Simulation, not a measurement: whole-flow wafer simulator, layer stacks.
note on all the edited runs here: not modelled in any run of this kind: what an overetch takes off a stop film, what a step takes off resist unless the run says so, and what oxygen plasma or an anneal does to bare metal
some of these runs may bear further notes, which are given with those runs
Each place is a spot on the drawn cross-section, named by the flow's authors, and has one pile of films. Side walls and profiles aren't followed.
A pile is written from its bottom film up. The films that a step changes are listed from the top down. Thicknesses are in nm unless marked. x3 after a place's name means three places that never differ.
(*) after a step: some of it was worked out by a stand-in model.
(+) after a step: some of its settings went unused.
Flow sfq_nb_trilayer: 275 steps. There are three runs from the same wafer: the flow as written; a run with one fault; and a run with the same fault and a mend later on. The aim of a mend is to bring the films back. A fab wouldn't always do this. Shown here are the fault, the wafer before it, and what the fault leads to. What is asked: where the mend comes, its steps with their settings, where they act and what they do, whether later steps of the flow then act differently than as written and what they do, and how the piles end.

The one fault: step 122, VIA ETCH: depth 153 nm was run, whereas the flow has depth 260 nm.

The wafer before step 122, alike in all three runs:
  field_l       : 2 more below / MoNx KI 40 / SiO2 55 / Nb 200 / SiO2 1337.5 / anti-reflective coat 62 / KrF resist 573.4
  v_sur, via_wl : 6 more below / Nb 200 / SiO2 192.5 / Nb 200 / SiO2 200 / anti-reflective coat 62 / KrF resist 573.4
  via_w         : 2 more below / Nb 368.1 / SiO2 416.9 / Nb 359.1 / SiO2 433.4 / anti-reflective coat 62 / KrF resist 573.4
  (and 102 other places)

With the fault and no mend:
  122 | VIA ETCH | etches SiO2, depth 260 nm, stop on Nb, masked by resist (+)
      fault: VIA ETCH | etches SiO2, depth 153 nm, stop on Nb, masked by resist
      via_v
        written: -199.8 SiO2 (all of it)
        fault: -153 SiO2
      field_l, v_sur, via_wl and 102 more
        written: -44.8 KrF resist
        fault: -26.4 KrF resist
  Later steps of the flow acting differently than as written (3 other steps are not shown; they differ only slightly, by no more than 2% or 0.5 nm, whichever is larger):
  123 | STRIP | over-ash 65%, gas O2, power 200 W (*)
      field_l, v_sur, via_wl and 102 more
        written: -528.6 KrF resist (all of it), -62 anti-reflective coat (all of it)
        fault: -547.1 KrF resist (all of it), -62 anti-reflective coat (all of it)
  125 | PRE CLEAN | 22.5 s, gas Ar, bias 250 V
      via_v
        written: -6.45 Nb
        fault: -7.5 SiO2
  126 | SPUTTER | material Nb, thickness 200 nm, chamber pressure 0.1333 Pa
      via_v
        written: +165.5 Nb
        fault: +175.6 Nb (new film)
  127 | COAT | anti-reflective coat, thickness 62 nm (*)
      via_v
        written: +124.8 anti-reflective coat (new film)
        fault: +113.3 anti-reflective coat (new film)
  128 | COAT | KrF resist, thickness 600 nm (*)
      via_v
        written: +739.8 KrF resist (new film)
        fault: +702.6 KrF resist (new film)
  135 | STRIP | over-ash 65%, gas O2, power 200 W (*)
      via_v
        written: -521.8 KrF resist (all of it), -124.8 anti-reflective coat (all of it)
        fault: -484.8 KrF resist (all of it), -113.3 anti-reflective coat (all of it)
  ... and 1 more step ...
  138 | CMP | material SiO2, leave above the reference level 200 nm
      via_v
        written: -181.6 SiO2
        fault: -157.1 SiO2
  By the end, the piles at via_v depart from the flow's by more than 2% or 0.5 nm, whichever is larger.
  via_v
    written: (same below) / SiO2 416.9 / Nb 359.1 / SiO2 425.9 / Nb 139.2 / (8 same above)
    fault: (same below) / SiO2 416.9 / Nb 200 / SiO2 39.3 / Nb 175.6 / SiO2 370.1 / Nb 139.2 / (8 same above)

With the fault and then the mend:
  After step 122 comes the mend.
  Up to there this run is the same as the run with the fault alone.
  122a | VIA ETCH | etches SiO2, depth 107 nm, stop on Nb, masked by resist (+) (the flow's step 122, run once more with other settings)
      field_l, v_sur, via_wl and 102 more
        -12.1 KrF resist
      via_v
        -46.8 SiO2 (all of it)
  None of the later steps of the flow differs from how it acts as written, at any place that is followed, by more than 2% or 0.5 nm, whichever is larger.
  At every place that both follow, the piles at the end match the flow's.
